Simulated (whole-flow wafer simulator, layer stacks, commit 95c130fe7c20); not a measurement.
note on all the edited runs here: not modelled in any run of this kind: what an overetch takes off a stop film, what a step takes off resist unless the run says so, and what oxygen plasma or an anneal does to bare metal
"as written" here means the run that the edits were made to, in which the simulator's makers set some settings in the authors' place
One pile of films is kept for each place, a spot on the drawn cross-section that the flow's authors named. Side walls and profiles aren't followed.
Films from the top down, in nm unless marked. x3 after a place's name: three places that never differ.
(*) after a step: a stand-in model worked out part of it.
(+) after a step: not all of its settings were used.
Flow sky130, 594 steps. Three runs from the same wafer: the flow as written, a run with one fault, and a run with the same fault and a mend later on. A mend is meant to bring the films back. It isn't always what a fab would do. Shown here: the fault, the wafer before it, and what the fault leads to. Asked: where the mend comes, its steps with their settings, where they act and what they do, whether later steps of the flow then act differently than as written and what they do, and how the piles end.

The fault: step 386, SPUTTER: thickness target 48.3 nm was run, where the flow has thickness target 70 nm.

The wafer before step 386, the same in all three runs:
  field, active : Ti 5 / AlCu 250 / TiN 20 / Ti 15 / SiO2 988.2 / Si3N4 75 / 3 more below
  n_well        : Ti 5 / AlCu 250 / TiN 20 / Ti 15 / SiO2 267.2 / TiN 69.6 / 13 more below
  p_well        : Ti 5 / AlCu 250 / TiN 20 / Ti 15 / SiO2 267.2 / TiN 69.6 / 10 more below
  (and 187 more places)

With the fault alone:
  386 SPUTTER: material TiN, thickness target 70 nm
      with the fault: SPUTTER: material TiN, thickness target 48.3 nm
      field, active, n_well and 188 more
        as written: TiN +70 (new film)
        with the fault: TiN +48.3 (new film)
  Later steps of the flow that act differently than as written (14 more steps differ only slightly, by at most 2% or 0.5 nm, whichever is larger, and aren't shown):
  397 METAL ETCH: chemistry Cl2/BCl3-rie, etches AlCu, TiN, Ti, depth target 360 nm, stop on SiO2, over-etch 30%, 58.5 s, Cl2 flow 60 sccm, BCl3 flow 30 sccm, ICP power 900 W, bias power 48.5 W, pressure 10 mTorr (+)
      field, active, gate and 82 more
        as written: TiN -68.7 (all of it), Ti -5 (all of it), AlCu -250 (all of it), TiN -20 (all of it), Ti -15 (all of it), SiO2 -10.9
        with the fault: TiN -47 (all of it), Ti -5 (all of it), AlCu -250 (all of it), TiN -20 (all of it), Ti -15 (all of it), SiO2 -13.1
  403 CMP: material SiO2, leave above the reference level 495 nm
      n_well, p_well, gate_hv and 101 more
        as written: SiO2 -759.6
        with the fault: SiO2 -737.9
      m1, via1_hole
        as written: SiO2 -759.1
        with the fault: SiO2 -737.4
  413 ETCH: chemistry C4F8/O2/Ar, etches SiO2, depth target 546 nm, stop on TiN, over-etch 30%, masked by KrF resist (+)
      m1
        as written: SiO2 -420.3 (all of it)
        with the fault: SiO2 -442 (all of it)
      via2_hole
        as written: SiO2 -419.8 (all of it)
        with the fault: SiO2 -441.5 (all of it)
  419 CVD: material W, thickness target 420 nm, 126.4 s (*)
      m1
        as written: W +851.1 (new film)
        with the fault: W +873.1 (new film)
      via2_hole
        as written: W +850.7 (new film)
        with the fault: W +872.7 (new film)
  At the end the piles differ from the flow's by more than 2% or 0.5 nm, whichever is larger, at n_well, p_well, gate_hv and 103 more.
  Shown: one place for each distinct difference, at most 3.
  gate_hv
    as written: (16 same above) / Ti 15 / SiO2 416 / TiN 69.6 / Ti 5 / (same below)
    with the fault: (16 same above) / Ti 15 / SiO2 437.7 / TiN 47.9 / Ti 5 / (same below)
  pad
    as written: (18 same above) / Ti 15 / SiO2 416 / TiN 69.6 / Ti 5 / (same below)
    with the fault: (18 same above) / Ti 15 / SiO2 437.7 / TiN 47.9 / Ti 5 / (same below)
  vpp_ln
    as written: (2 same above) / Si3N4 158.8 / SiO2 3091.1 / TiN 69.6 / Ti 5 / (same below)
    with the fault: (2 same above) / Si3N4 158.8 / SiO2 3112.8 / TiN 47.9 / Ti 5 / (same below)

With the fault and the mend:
  The mend comes after step 386.
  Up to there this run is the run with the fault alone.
  386a SPUTTER: material TiN, thickness target 21.7 nm (the flow's step 386 once more, with other settings)
      field, active, n_well and 188 more
        TiN +21.7
  No later step of the flow acts differently than as written at any place that is followed.
  At the end the piles are the same as the flow's at every place that both follow.
